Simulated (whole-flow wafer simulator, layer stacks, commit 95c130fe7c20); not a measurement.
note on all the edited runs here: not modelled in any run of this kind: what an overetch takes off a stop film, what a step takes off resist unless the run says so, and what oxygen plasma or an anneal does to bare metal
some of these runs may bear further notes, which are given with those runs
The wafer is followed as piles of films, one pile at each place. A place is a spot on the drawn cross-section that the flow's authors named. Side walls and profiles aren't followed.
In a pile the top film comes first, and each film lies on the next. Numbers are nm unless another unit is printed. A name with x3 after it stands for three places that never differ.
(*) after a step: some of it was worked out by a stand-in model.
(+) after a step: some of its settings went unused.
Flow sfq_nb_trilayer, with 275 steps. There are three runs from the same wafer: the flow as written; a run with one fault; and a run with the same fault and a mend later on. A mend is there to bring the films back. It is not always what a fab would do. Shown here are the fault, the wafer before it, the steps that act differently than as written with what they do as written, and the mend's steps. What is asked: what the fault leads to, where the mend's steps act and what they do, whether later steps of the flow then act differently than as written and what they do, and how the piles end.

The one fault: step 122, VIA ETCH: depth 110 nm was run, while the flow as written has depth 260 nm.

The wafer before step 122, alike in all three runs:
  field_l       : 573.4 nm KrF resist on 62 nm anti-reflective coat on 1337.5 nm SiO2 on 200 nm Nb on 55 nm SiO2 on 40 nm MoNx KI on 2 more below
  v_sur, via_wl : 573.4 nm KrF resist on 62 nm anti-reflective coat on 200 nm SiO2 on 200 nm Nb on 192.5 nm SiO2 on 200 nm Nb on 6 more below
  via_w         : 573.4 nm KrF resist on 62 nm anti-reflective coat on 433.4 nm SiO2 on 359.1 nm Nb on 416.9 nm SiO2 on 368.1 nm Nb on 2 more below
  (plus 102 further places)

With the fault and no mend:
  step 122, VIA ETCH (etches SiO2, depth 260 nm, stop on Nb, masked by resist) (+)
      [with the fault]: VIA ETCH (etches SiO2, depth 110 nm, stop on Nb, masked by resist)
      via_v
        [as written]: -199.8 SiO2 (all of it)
        [with the fault]: -110 SiO2
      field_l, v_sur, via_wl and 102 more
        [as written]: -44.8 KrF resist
        [with the fault]: -19 KrF resist
  Steps further on in the flow that do not act as written (not shown: 3 more steps that differ only slightly, by at most 2% or 0.5 nm, whichever is larger):
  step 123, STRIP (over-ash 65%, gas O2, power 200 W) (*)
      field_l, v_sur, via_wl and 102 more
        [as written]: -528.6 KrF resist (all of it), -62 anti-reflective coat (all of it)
        [with the fault]: -554.5 KrF resist (all of it), -62 anti-reflective coat (all of it)
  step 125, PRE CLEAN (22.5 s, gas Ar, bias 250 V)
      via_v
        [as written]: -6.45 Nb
        [with the fault]: -7.5 SiO2
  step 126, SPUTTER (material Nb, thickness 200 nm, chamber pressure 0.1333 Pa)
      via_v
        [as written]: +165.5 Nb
        [with the fault]: +185.3 Nb (new film)
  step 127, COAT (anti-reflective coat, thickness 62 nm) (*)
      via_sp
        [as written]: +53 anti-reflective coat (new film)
        [with the fault]: +55 anti-reflective coat (new film)
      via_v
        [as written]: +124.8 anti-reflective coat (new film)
        [with the fault]: +104.4 anti-reflective coat (new film)
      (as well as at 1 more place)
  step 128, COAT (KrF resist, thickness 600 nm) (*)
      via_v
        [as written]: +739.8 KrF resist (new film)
        [with the fault]: +666.3 KrF resist (new film)
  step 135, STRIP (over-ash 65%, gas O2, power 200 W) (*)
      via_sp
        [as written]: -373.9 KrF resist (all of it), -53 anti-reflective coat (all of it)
        [with the fault]: -379.8 KrF resist (all of it), -55 anti-reflective coat (all of it)
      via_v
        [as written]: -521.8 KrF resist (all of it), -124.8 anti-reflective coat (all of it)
        [with the fault]: -448.5 KrF resist (all of it), -104.4 anti-reflective coat (all of it)
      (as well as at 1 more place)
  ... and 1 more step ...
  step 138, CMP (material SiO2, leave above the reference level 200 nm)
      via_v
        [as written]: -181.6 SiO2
        [with the fault]: -175.1 SiO2
  At via_v, the piles at the end differ from the flow's by more than 2% or 0.5 nm, whichever is larger.
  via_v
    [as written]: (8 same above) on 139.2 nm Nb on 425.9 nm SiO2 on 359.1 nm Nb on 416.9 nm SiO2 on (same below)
    [with the fault]: (8 same above) on 139.2 nm Nb on 317.4 nm SiO2 on 185.3 nm Nb on 82.3 nm SiO2 on 200 nm Nb on 416.9 nm SiO2 on (same below)

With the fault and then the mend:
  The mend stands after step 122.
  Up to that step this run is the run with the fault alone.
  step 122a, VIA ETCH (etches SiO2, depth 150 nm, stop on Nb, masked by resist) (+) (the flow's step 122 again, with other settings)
      field_l, v_sur, via_wl and 102 more
        -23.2 KrF resist
      via_v
        -89.8 SiO2 (all of it)
  Every later step of the flow that is run acts as written, at every place that is followed, to within 2% or 0.5 nm, whichever is larger.
  At every place that both follow, the piles at the end match the flow's.
